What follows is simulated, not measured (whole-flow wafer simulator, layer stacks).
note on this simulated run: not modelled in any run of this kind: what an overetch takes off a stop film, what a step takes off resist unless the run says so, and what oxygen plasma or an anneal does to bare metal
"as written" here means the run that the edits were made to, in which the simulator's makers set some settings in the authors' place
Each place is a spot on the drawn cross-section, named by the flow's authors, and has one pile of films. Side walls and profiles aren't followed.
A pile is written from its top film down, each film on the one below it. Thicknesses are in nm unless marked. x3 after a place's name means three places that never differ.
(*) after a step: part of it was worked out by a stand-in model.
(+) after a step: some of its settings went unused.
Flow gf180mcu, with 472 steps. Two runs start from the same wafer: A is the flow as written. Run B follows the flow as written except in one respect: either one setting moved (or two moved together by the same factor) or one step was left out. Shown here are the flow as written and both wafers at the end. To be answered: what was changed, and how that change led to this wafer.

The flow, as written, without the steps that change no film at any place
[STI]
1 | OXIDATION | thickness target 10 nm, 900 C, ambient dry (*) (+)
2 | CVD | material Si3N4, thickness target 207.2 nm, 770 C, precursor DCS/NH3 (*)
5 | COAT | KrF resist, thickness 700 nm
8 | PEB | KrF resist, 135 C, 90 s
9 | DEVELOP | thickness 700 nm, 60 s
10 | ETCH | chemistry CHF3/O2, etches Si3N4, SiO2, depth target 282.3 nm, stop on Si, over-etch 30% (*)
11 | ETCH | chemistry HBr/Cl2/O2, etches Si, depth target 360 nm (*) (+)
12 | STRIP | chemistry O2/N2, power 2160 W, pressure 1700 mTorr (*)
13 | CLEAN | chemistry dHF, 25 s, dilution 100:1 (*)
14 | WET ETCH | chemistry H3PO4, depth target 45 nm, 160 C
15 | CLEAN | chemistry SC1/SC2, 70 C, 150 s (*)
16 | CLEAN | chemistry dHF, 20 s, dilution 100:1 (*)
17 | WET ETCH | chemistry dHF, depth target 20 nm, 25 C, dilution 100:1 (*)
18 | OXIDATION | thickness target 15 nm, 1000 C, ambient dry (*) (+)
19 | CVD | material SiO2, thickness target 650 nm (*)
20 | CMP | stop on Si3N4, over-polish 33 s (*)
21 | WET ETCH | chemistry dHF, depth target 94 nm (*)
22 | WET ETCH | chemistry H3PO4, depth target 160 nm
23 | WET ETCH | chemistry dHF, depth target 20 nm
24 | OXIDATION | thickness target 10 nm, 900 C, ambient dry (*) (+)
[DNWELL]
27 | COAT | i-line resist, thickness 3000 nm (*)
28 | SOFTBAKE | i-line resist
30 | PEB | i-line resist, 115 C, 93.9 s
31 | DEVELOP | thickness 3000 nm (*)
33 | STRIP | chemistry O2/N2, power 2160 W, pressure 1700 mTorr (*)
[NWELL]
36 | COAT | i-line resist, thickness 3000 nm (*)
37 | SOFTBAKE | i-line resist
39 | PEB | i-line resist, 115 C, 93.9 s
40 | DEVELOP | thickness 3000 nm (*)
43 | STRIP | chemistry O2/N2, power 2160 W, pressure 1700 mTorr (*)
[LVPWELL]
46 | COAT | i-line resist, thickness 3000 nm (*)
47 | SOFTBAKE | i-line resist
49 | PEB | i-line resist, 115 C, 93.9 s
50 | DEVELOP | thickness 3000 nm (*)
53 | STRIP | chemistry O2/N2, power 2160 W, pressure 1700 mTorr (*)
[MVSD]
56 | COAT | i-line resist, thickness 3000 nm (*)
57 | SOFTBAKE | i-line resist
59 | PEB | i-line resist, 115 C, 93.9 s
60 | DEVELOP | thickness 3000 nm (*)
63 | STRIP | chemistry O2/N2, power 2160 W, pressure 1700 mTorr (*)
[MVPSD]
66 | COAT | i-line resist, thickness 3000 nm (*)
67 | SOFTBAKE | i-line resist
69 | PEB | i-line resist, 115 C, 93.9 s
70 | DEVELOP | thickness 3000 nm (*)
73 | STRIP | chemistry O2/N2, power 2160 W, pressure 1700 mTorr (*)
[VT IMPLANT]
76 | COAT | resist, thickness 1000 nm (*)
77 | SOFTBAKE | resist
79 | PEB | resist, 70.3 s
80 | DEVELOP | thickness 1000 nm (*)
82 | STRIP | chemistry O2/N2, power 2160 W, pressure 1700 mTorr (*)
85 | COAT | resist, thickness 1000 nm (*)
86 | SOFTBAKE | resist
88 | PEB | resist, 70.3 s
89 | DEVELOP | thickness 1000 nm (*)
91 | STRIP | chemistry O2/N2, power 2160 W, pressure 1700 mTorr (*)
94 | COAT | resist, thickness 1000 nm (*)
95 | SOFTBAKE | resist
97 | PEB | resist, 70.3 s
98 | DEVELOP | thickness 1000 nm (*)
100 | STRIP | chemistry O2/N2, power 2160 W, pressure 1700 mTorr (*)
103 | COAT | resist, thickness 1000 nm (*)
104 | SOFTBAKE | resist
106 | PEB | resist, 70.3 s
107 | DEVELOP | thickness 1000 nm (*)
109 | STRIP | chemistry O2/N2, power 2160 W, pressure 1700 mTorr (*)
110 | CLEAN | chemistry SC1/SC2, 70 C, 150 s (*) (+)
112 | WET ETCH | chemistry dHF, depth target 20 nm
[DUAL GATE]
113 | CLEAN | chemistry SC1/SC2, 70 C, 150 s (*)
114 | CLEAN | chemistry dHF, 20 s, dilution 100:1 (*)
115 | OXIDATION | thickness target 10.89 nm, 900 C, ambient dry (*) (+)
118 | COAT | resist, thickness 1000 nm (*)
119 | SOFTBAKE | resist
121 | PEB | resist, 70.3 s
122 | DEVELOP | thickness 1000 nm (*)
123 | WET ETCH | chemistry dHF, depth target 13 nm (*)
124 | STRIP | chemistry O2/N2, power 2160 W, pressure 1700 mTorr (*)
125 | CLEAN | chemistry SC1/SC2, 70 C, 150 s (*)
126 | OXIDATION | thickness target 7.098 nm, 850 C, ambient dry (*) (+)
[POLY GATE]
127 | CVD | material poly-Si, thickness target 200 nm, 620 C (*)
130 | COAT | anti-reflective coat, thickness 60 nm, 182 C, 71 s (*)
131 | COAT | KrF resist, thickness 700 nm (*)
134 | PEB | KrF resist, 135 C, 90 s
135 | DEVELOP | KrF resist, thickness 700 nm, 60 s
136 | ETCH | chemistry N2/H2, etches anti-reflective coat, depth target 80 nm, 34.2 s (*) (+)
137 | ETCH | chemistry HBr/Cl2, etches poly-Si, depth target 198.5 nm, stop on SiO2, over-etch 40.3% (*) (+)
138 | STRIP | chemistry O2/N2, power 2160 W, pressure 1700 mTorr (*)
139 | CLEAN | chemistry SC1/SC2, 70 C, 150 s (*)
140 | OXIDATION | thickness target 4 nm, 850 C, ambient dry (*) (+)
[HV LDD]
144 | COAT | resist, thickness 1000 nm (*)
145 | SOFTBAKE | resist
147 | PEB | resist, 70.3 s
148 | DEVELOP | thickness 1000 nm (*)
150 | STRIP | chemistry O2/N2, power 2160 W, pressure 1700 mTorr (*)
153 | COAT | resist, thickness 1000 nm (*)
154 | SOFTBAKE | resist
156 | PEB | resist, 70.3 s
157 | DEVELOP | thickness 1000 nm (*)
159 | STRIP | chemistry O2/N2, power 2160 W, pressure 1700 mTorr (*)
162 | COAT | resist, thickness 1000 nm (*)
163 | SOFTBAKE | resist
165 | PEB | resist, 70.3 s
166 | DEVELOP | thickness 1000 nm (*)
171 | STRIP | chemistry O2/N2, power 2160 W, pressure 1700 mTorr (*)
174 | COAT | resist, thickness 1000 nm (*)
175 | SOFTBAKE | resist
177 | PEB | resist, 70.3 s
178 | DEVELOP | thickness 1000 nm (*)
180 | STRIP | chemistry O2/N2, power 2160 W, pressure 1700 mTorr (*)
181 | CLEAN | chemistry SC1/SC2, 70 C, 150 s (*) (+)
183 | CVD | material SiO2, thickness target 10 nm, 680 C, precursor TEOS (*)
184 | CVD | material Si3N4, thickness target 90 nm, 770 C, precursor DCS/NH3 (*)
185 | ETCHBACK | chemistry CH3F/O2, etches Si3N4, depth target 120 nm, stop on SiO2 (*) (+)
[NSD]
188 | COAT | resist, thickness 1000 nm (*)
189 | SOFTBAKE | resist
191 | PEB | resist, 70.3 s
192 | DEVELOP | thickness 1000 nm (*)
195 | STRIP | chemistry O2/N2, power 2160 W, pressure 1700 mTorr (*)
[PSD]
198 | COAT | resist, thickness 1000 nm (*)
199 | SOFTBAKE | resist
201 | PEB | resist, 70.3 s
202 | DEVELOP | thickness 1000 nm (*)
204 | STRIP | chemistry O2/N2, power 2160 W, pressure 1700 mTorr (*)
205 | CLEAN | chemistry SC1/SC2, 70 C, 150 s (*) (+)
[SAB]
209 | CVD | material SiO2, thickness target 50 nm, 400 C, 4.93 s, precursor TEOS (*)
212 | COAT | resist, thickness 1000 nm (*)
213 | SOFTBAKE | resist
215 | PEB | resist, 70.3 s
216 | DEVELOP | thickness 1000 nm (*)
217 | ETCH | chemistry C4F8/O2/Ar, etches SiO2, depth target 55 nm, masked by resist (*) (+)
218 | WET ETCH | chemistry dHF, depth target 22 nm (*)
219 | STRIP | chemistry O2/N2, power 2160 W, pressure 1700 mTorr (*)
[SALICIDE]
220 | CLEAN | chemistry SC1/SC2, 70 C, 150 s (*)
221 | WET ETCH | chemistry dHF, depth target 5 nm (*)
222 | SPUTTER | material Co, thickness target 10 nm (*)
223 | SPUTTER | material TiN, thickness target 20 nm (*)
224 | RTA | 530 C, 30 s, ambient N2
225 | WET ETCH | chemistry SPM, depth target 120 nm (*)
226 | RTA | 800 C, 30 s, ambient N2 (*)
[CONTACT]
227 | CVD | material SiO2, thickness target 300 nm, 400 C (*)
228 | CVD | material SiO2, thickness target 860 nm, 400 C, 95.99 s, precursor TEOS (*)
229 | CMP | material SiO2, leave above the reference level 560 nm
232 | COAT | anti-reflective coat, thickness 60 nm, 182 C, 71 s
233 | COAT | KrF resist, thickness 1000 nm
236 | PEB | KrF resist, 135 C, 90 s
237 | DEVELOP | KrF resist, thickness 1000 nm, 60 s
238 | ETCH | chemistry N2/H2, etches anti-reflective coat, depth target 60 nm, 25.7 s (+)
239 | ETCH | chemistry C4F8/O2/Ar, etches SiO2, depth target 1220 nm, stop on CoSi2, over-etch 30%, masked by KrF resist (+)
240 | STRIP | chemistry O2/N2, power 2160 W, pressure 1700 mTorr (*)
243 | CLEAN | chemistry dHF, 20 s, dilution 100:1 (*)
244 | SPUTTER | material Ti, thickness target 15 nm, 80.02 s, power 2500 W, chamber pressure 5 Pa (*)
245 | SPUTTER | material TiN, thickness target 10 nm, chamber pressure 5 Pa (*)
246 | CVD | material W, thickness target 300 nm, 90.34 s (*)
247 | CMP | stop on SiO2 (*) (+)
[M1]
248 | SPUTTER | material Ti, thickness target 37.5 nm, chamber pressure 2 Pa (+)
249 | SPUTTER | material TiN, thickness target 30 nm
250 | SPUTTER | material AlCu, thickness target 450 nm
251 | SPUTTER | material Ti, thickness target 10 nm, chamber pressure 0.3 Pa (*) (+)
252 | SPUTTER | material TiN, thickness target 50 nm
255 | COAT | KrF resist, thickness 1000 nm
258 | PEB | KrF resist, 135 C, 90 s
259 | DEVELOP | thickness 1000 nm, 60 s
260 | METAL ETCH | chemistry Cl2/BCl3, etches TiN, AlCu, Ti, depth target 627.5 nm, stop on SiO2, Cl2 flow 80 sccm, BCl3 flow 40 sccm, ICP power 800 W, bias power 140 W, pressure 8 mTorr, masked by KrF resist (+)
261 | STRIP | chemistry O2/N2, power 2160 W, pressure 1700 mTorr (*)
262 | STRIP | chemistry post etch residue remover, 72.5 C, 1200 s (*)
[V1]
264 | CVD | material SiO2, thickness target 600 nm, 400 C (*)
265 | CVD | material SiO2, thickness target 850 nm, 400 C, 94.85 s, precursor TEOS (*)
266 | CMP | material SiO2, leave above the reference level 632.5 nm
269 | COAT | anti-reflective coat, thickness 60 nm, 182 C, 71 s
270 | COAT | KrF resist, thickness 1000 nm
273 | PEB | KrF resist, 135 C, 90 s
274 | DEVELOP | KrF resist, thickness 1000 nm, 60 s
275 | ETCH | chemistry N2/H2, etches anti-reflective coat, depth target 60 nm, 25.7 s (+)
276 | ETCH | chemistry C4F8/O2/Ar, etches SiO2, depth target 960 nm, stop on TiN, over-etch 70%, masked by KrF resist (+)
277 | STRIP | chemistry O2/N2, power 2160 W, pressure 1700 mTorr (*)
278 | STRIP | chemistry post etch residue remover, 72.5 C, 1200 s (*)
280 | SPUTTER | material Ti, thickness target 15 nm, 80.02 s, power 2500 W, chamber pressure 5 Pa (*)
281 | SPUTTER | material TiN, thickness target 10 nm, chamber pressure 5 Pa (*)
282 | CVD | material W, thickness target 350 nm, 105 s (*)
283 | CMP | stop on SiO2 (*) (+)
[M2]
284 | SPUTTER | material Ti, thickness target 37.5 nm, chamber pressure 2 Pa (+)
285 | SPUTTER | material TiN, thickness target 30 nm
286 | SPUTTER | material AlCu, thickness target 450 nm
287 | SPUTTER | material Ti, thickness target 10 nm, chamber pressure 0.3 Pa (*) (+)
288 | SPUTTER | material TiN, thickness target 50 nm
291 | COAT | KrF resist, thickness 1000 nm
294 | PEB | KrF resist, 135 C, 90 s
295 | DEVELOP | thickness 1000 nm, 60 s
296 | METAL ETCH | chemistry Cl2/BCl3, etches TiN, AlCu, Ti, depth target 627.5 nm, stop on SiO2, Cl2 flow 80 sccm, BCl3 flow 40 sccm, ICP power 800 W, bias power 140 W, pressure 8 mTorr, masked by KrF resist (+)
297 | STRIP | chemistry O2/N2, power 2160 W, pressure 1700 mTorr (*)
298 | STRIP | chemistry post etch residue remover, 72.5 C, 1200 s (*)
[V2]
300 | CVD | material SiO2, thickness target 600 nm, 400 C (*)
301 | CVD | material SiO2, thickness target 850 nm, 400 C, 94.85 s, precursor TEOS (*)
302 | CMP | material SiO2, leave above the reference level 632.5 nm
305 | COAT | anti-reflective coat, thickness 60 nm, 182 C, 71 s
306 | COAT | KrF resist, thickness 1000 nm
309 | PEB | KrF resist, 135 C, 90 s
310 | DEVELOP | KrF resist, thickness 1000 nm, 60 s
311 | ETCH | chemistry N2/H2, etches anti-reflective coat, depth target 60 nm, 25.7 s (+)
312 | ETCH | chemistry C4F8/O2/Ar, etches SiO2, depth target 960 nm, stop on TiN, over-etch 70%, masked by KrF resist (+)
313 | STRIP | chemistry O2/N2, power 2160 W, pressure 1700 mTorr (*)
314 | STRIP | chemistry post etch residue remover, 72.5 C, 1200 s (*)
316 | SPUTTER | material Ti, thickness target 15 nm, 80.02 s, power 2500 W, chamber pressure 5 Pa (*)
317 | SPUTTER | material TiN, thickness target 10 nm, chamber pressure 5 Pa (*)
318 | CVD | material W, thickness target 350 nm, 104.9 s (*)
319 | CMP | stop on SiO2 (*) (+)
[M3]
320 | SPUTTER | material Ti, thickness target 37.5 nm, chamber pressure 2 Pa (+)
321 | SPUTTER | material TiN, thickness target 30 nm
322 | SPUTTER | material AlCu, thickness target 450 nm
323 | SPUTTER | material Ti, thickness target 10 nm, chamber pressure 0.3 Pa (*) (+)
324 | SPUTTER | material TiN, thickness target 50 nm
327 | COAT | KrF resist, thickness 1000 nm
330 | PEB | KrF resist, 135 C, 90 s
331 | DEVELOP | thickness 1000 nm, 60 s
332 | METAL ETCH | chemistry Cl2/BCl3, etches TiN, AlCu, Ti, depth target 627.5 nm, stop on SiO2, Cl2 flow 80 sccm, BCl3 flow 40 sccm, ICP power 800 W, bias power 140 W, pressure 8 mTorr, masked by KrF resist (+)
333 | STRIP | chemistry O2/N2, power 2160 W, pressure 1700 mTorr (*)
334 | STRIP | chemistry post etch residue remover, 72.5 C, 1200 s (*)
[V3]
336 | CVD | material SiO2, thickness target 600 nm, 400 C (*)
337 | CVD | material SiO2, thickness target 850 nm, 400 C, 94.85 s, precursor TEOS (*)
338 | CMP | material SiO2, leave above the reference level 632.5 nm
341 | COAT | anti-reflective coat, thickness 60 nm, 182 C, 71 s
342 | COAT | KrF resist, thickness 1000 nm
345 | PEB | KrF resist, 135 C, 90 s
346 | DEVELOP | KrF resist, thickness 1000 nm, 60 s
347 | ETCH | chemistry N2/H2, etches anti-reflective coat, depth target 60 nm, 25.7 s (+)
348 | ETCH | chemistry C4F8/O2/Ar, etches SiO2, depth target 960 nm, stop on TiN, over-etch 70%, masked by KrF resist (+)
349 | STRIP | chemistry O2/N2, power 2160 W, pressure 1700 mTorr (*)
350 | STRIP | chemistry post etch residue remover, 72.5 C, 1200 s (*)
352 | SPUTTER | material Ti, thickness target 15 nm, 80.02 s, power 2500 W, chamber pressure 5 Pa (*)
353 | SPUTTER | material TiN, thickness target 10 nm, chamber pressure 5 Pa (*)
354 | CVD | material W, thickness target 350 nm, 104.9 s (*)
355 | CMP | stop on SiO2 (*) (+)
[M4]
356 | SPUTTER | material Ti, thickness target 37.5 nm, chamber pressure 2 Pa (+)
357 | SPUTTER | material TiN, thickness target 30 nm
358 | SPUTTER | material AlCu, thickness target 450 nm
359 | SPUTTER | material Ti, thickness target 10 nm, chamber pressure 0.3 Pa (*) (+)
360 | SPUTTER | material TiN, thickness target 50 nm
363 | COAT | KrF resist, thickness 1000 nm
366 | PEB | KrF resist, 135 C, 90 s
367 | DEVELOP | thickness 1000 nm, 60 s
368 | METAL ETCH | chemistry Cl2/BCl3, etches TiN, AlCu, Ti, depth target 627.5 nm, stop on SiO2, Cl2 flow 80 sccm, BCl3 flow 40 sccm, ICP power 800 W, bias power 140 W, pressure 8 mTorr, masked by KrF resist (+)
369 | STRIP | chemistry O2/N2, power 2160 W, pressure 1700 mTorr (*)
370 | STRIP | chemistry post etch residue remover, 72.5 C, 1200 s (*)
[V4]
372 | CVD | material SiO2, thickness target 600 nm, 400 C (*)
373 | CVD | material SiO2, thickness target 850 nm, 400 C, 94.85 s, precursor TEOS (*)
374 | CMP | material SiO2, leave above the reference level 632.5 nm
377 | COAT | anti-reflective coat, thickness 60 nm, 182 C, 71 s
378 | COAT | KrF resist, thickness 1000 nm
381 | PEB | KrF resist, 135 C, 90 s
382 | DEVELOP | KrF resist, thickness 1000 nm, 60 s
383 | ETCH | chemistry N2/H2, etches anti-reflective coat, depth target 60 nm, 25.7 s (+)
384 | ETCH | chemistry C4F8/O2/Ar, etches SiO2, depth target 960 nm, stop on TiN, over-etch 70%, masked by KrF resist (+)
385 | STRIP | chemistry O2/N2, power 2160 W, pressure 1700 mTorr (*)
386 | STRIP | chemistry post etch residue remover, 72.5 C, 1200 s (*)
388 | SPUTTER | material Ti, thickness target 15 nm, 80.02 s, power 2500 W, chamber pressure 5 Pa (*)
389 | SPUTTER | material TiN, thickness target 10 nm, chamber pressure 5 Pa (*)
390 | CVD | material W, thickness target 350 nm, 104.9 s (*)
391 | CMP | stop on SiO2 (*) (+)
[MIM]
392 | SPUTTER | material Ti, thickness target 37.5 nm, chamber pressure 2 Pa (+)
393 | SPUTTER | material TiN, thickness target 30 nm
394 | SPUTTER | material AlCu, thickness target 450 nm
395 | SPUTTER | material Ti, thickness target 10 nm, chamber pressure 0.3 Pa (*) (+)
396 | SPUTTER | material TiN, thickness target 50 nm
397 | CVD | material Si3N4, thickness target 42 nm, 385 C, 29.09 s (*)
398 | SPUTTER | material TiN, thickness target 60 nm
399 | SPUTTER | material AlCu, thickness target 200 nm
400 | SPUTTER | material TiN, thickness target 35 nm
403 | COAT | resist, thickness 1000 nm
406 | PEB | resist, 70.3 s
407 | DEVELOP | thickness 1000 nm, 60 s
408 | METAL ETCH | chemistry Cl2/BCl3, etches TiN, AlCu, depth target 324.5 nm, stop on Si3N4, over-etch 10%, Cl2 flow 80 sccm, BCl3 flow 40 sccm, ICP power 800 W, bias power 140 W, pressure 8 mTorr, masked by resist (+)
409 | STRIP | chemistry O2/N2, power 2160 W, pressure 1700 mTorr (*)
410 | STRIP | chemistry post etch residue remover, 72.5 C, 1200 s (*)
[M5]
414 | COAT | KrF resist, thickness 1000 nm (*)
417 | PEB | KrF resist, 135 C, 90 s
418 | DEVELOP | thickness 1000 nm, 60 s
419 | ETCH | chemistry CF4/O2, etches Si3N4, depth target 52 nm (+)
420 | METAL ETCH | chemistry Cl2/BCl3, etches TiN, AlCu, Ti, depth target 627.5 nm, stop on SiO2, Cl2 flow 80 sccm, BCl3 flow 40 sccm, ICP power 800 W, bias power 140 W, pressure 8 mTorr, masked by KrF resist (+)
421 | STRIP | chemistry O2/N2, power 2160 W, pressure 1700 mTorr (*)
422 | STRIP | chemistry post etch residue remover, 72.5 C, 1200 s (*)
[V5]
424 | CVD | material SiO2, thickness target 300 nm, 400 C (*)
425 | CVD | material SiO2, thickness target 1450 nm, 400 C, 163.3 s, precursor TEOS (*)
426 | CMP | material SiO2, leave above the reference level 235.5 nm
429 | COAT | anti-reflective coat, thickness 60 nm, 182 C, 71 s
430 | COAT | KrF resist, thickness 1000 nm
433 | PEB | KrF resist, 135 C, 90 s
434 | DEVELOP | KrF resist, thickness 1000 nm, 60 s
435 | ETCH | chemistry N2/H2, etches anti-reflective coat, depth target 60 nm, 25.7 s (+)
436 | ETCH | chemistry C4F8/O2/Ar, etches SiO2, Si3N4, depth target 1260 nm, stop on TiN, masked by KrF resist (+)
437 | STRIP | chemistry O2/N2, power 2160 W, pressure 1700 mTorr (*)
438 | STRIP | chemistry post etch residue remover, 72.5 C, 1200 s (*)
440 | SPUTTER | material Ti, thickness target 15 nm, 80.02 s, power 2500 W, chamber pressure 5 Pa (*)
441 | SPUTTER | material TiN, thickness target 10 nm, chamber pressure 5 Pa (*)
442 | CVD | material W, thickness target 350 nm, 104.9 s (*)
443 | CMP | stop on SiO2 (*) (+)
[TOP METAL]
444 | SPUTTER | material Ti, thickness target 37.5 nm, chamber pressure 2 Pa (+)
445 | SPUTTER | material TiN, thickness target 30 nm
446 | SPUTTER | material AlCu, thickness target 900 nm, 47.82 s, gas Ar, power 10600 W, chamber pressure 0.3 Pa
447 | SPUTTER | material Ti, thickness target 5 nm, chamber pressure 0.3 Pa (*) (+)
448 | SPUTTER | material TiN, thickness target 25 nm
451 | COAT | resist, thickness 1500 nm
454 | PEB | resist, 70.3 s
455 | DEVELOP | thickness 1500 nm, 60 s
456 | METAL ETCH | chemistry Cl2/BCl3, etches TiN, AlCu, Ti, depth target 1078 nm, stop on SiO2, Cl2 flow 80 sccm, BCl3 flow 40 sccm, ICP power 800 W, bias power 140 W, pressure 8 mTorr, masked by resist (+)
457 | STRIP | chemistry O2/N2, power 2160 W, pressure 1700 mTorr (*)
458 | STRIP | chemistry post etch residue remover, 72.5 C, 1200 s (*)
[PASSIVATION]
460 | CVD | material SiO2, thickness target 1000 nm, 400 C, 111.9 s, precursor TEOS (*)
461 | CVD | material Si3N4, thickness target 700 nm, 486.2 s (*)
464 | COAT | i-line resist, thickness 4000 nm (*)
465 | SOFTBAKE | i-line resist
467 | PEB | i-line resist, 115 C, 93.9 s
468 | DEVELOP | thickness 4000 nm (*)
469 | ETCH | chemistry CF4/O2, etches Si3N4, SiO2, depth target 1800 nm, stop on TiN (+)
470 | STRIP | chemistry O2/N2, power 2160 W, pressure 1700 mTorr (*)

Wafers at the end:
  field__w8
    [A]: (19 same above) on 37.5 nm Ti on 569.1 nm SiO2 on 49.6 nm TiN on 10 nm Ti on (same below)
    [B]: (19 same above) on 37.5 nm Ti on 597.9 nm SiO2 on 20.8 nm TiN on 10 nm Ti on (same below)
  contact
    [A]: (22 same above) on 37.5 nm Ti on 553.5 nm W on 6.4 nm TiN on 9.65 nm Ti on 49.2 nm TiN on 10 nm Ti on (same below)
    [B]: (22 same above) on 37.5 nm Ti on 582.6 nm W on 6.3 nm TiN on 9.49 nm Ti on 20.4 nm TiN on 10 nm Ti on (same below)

Cause: step 324, SPUTTER: thickness target 21.2 nm was run, while the flow as written has thickness target 50 nm.

Step by step, how the change led to this:
  324 | SPUTTER | material TiN, thickness target 50 nm
      field, field__w1, field__w2 and 108 more: A +50 TiN (new film) | B +21.2 TiN (new film)
  332 | METAL ETCH | chemistry Cl2/BCl3, etches TiN, AlCu, Ti, depth target 627.5 nm, stop on SiO2, Cl2 flow 80 sccm, BCl3 flow 40 sccm, ICP power 800 W, bias power 140 W, pressure 8 mTorr, masked by KrF resist (+)
      field, field__w1, field__w2 and 103 more: A -50 TiN (all of it), -10 Ti (all of it), -450 AlCu (all of it), -30 TiN (all of it), -37.5 Ti (all of it) | B -21.2 TiN (all of it), -10 Ti (all of it), -450 AlCu (all of it), -30 TiN (all of it), -37.5 Ti (all of it)
  338 | CMP | material SiO2, leave above the reference level 632.5 nm
      field__w8, contact, m1, m1__w1, m1_nw: A -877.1 SiO2 | B -848.3 SiO2
  348 | ETCH | chemistry C4F8/O2/Ar, etches SiO2, depth target 960 nm, stop on TiN, over-etch 70%, masked by KrF resist (+)
      contact: A -572.5 SiO2 (all of it) | B -601.3 SiO2 (all of it)
  354 | CVD | material W, thickness target 350 nm, 104.9 s (*)
      contact: A +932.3 W (new film) | B +961.4 W (new film)
